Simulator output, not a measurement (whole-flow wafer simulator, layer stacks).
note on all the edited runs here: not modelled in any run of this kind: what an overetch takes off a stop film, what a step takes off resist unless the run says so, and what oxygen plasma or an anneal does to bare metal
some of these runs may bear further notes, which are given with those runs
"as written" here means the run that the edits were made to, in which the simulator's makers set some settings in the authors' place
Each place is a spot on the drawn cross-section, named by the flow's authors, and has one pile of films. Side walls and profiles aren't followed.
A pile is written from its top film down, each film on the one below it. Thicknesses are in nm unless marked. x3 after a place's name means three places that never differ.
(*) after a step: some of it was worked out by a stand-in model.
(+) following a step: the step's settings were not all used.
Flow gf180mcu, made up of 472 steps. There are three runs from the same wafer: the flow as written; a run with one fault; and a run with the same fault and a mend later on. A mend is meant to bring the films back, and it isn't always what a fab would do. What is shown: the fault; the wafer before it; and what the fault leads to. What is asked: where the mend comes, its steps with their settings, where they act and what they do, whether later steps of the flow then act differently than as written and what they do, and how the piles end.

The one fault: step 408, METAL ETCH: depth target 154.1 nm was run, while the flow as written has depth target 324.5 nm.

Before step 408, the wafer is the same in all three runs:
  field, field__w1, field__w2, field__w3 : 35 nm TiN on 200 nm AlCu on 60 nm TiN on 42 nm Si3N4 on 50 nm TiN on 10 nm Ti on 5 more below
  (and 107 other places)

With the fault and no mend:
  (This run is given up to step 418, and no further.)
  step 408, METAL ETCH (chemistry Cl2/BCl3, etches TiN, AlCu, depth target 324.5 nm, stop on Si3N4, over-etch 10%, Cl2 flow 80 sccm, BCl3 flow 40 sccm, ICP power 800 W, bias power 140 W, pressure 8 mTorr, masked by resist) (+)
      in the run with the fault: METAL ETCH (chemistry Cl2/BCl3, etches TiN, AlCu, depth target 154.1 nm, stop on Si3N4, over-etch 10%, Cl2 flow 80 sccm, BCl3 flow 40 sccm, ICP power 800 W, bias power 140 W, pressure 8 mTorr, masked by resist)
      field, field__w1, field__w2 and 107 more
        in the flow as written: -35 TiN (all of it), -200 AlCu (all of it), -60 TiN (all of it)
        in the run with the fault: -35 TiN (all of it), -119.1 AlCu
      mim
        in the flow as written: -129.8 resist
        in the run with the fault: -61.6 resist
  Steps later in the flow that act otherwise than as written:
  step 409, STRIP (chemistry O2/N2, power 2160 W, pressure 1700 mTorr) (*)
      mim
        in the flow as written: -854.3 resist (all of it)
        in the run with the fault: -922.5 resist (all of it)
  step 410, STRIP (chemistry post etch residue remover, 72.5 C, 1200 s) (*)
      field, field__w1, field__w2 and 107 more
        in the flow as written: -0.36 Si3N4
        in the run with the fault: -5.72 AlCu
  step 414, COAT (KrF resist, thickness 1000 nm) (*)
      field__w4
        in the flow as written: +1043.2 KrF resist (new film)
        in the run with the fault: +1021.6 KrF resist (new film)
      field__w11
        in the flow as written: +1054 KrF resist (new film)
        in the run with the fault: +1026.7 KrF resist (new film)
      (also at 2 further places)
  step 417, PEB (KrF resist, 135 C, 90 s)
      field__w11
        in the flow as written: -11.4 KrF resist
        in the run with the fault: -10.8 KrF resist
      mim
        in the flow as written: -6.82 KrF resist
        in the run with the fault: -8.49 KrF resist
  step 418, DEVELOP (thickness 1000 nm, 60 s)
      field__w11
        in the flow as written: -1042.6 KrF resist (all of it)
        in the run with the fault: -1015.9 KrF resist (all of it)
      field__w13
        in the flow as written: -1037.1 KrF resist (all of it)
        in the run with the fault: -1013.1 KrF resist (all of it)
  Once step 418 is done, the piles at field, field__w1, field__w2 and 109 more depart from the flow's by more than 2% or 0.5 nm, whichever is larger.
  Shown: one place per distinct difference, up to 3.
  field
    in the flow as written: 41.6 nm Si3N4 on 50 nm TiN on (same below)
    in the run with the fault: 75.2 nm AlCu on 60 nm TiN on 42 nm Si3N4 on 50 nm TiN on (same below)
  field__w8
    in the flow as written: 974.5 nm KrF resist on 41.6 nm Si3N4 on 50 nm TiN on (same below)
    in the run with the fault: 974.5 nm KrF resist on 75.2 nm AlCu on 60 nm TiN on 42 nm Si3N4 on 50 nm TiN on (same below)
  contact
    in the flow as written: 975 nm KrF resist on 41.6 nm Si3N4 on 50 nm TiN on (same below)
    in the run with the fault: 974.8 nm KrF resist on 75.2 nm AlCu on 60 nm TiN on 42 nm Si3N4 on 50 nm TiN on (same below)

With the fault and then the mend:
  The mend stands after step 408.
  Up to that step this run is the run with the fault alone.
  step 408a, METAL ETCH (chemistry Cl2/BCl3, etches TiN, AlCu, depth target 170.4 nm, stop on Si3N4, over-etch 10%, Cl2 flow 80 sccm, BCl3 flow 40 sccm, ICP power 800 W, bias power 140 W, pressure 8 mTorr, masked by resist) (+) (the flow's step 408, run once more with other settings)
      field, field__w1, field__w2 and 107 more
        -80.9 AlCu (all of it), -60 TiN (all of it)
      mim
        -62 resist
  Later steps of the flow that are run all act as written at every place that is followed, up to a difference of at most 2% or 0.5 nm, whichever is larger.
  By the end, the piles equal the flow's at every place that both follow.
